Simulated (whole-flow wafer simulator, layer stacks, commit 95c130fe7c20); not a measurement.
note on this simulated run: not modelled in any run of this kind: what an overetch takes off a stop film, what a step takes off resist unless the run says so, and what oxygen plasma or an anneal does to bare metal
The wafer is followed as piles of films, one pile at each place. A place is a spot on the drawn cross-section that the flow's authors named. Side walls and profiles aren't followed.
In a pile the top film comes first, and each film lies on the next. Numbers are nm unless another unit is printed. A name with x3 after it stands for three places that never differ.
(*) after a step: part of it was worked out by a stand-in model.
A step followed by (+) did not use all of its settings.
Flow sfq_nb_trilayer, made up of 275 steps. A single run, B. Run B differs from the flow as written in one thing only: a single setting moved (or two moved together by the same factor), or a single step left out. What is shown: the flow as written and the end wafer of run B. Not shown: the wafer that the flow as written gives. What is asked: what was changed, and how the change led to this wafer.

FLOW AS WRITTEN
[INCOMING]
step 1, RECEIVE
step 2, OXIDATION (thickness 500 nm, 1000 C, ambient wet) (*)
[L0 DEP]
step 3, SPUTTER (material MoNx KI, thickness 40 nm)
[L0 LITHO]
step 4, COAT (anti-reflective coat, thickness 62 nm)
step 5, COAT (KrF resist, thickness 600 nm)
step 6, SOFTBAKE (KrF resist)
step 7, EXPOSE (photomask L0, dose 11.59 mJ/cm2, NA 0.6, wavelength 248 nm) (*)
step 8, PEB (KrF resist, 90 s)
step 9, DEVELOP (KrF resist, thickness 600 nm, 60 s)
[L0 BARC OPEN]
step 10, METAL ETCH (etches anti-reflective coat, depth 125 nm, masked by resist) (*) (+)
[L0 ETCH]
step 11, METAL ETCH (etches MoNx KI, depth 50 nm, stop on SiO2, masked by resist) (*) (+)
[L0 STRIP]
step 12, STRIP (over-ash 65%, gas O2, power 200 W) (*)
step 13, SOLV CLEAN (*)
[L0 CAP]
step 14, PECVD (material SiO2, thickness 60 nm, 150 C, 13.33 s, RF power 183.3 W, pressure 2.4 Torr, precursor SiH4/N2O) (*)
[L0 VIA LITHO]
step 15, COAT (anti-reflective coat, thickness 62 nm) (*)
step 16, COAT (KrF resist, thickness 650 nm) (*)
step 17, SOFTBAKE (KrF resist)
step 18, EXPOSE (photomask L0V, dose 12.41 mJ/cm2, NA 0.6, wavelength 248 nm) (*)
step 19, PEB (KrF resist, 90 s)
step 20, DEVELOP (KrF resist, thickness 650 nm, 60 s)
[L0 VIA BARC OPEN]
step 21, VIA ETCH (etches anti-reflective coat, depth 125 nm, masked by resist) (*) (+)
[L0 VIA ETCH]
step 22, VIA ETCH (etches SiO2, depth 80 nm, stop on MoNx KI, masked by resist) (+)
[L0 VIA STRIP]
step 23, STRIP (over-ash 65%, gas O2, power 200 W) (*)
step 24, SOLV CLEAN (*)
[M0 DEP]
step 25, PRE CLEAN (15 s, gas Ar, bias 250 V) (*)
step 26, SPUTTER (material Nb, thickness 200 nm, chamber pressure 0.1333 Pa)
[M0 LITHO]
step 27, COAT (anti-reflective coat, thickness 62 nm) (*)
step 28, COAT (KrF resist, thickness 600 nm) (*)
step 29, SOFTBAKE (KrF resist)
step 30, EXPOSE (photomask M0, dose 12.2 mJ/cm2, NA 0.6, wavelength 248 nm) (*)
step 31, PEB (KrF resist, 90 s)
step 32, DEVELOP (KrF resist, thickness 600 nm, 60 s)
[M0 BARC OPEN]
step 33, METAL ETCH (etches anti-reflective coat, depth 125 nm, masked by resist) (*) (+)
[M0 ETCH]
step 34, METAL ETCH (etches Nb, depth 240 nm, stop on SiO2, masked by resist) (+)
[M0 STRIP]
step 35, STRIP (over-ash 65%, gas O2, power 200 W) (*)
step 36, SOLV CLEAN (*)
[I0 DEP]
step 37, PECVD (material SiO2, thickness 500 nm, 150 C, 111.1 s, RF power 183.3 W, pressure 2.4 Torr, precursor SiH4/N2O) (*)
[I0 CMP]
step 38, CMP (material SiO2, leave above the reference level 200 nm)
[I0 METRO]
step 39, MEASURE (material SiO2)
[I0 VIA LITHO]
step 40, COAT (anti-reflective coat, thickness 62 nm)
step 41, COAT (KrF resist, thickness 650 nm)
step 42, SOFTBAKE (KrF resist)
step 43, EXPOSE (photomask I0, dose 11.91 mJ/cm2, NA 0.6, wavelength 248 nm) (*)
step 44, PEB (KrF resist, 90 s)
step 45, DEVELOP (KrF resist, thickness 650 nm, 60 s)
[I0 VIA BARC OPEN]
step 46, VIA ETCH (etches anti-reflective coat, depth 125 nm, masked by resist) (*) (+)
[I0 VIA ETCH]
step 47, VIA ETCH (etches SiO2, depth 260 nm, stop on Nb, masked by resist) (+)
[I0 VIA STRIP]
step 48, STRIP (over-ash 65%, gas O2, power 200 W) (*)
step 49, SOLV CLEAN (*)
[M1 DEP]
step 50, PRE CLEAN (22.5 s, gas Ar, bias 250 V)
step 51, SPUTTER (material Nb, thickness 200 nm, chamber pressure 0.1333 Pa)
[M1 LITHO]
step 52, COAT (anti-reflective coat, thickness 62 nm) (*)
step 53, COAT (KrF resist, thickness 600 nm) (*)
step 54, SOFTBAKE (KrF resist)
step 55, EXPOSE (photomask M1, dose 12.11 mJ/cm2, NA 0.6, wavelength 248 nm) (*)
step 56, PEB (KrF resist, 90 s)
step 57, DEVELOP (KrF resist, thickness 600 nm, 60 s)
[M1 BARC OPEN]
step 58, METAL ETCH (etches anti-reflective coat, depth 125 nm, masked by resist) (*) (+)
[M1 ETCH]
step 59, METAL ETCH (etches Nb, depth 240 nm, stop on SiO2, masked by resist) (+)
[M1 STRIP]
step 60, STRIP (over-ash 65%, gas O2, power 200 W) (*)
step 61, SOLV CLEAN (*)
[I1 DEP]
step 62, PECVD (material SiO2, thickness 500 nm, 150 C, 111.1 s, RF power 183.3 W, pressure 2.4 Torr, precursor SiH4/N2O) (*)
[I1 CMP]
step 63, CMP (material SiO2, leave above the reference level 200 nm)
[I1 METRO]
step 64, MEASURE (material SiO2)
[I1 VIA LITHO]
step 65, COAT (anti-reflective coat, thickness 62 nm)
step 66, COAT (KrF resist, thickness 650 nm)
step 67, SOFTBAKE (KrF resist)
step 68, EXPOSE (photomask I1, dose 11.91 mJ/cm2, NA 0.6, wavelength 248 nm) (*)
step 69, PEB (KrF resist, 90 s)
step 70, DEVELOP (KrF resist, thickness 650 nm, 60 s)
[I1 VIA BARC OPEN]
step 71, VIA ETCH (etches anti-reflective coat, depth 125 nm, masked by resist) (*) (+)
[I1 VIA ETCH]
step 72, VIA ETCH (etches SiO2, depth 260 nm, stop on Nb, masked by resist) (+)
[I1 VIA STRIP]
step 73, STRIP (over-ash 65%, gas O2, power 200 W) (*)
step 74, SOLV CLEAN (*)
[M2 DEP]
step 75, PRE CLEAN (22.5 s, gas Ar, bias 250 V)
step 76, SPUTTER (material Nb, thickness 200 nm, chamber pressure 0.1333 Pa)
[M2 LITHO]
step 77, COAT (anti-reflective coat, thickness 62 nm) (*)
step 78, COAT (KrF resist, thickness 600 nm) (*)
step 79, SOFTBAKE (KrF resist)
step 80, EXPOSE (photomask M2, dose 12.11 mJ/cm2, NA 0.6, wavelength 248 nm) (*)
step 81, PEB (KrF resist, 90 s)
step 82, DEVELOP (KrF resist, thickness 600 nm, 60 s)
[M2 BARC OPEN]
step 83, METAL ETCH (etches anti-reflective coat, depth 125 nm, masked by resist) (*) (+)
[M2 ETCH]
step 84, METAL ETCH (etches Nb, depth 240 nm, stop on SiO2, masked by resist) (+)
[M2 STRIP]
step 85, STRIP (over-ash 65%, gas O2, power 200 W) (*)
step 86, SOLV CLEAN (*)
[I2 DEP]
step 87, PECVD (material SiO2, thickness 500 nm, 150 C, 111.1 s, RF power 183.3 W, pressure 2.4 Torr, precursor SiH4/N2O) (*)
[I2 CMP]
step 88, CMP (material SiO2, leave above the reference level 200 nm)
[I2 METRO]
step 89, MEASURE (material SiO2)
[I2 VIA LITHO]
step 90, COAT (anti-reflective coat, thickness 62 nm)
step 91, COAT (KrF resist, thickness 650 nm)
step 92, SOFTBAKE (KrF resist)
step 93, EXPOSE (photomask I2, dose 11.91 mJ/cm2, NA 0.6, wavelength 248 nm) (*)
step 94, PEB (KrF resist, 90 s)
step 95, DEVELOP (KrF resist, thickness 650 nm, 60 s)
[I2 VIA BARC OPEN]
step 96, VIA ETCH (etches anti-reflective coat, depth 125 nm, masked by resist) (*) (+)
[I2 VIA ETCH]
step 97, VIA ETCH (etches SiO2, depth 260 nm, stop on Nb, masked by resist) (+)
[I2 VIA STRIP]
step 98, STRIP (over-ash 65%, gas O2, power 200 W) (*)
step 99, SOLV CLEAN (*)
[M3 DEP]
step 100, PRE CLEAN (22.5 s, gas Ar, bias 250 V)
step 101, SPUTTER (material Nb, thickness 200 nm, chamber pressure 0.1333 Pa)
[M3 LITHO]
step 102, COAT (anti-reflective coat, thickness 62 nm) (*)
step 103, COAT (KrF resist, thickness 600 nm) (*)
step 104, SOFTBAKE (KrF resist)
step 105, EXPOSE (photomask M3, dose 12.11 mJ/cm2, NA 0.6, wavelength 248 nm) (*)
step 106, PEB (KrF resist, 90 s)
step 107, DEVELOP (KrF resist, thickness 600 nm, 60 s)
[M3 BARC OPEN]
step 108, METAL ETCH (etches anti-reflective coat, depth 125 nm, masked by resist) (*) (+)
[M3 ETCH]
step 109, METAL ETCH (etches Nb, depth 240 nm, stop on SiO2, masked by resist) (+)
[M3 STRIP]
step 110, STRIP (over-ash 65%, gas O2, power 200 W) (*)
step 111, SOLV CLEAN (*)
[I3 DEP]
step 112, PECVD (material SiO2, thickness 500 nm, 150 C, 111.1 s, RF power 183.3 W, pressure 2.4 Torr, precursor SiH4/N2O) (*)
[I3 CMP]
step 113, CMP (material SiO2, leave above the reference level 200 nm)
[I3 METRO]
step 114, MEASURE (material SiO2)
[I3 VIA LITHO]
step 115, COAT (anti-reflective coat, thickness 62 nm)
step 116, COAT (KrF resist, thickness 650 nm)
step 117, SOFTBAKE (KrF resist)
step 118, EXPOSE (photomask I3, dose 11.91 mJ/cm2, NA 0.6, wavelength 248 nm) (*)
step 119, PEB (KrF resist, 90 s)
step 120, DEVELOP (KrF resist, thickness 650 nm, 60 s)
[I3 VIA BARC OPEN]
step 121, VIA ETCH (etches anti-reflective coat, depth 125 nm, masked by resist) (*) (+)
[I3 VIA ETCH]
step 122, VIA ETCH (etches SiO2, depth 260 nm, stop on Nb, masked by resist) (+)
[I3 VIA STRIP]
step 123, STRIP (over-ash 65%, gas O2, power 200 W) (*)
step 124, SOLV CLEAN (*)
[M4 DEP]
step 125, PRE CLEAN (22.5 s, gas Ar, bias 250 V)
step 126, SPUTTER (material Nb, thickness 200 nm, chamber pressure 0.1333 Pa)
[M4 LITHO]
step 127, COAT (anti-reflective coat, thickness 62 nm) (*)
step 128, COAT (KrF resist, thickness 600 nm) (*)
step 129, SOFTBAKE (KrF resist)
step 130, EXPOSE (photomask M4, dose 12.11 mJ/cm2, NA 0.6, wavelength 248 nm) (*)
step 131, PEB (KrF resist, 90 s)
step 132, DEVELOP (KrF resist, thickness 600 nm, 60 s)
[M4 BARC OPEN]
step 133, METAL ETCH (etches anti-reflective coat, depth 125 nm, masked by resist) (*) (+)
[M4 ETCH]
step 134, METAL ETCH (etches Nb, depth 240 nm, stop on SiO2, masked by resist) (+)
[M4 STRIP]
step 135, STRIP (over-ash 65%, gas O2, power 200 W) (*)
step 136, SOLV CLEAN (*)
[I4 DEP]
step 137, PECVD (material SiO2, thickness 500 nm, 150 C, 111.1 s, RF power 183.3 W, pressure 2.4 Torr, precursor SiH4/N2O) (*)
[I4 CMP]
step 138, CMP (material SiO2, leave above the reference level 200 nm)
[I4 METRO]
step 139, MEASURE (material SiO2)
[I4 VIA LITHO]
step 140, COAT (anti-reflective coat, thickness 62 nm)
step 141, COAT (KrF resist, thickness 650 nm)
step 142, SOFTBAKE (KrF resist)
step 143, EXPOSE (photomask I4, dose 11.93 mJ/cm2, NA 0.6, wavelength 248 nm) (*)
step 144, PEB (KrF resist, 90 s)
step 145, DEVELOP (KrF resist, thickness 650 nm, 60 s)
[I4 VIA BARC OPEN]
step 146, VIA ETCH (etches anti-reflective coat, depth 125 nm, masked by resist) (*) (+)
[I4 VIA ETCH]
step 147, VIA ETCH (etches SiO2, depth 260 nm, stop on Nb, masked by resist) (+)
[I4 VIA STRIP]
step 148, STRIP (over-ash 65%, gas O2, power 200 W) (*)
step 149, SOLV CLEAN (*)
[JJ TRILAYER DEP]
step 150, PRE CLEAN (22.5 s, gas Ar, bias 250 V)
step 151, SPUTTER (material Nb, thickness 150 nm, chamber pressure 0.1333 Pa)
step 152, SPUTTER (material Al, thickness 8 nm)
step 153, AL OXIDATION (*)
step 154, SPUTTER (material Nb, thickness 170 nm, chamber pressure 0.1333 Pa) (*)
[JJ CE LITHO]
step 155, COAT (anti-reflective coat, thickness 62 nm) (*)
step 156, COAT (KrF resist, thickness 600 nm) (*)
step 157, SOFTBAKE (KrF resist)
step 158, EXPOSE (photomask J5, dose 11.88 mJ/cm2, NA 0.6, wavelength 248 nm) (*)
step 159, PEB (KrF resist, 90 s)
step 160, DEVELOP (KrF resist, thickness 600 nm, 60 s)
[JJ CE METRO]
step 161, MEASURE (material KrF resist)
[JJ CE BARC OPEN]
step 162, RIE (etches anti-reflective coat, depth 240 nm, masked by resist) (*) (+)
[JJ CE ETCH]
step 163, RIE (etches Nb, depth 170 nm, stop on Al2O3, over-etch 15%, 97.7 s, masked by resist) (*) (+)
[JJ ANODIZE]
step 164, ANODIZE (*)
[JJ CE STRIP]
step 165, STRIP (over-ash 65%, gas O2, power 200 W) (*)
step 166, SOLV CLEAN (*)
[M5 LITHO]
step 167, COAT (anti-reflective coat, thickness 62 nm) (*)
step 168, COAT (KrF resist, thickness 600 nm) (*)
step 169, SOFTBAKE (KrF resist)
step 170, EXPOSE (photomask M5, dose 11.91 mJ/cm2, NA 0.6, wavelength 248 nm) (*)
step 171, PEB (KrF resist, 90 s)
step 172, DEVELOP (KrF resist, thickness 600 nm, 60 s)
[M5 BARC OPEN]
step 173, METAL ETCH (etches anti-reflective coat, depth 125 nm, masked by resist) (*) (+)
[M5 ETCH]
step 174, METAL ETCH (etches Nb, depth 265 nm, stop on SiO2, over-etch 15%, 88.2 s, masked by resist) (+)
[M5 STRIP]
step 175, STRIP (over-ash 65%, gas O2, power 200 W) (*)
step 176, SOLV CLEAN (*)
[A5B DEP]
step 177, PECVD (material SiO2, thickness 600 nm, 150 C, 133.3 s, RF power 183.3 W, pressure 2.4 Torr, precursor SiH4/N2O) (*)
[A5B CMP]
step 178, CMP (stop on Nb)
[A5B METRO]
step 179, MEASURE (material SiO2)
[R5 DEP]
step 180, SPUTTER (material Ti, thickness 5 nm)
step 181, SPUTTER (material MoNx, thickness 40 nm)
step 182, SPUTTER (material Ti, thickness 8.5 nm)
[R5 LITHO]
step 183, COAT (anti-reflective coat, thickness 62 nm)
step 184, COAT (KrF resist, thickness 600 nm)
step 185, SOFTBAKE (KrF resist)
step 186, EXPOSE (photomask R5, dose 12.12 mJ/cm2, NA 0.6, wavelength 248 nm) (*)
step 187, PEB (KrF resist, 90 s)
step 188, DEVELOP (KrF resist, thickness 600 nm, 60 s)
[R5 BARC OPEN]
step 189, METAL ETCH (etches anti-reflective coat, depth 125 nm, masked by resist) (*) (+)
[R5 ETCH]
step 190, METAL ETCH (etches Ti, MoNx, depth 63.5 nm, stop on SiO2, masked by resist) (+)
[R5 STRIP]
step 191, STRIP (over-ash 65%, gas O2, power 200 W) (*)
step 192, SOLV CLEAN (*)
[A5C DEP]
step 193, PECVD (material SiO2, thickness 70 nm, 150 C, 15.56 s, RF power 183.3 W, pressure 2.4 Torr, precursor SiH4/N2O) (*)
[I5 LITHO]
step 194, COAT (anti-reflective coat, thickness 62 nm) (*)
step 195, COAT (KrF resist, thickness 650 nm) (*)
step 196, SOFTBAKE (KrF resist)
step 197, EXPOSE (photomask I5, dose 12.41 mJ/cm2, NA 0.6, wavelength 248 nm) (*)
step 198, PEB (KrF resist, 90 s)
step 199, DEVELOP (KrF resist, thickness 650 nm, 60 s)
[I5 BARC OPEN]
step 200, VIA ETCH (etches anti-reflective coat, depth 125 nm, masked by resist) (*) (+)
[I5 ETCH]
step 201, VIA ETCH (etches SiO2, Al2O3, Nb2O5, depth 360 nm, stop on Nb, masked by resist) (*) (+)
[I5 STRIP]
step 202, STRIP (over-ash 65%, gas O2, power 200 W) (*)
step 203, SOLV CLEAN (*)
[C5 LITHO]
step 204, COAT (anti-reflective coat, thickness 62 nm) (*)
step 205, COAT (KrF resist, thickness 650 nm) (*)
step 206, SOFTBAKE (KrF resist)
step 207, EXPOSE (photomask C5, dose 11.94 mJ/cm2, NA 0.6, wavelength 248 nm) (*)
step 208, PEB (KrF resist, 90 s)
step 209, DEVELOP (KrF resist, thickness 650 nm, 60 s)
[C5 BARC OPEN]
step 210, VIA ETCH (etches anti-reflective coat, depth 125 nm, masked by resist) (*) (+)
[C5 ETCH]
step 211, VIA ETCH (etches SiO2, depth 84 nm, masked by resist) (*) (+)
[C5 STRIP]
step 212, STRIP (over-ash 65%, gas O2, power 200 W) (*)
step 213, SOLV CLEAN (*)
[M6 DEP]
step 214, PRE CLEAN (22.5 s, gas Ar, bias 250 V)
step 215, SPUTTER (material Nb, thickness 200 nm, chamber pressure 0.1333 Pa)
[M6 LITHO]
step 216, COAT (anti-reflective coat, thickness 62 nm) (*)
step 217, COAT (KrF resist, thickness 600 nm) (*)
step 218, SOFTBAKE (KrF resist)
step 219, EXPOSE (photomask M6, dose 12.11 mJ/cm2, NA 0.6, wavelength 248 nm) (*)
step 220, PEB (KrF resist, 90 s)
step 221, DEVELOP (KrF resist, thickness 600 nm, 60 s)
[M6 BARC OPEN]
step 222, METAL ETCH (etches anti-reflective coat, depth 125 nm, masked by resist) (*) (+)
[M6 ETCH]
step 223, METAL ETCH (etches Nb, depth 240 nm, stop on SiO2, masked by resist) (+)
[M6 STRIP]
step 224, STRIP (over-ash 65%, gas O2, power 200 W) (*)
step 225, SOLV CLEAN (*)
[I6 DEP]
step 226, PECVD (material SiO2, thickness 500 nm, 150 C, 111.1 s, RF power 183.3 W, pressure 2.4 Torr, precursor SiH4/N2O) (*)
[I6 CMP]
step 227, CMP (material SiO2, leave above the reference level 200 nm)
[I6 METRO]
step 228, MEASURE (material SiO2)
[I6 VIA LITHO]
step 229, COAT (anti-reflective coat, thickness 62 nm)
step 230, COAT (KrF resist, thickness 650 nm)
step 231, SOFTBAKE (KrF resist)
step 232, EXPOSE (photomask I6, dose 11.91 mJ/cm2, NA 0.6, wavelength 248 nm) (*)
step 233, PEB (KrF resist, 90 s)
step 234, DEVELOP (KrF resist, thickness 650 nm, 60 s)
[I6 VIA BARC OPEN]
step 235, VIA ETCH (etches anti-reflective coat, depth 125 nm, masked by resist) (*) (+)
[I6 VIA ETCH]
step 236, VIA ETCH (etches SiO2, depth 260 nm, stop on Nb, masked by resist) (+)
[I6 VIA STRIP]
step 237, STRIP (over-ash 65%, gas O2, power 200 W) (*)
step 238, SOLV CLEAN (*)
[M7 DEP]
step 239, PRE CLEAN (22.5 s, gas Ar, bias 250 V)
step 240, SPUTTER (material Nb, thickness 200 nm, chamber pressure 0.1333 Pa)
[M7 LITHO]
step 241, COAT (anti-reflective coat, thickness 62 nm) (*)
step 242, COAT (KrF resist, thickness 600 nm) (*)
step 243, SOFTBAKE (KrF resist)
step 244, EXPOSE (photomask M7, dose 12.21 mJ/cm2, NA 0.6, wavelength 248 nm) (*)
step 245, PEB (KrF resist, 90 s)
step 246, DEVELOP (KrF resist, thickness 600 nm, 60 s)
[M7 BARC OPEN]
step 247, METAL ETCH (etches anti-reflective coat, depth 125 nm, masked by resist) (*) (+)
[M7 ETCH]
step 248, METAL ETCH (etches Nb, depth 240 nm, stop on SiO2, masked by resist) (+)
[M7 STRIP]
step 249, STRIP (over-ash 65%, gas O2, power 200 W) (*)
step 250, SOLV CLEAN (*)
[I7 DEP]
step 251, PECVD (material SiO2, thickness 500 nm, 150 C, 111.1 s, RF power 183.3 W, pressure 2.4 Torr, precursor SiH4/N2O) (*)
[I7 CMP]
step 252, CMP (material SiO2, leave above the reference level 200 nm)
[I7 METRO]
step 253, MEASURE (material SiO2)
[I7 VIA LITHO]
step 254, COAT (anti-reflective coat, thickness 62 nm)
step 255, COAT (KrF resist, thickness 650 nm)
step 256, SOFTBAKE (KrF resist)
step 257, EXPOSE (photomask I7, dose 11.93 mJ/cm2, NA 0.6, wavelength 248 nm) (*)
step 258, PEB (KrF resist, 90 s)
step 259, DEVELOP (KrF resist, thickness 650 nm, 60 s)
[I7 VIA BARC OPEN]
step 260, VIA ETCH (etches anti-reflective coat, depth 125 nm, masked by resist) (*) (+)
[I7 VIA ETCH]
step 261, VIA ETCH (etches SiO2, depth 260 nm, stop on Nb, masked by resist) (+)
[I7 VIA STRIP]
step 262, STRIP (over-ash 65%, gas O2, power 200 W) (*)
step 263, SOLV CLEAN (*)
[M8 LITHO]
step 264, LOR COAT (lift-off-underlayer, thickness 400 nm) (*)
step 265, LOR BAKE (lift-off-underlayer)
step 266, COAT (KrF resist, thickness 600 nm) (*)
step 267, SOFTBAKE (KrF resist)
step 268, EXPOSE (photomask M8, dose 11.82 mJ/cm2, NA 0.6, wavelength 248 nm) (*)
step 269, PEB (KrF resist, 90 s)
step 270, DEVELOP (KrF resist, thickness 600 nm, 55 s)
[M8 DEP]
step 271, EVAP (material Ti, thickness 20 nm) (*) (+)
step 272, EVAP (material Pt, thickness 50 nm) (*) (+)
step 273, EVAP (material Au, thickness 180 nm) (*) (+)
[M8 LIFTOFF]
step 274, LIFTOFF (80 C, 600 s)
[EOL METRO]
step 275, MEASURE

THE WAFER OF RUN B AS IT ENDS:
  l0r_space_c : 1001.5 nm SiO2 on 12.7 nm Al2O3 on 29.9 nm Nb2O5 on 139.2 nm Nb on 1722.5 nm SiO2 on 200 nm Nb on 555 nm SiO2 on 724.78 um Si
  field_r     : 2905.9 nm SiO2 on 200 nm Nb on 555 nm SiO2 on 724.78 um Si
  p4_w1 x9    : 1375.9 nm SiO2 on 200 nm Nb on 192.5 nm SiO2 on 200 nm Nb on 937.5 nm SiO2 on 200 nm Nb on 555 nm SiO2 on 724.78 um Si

Cause: step 76, SPUTTER: thickness 160 nm was run, while the flow as written has thickness 200 nm.

How this came from the change, step by step:
  step 76, SPUTTER (material Nb, thickness 200 nm, chamber pressure 0.1333 Pa)
      field_l, v_sur, via_wl and 102 more: +160 Nb (new film) (in the flow as written it would be: +200 Nb (new film))
      via_v: +140.1 Nb (in the flow as written it would be: +174.5 Nb)
  step 84, METAL ETCH (etches Nb, depth 240 nm, stop on SiO2, masked by resist) (+)
      field_l, be, be_sur and 81 more: -160 Nb (all of it) (in the flow as written it would be: -200 Nb (all of it))
  step 88, CMP (material SiO2, leave above the reference level 200 nm)
      field_l, be, be_sur and 81 more: -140 SiO2 (in the flow as written it would be: -100 SiO2)
      via_v: -177.6 SiO2 (in the flow as written it would be: -181.6 SiO2)
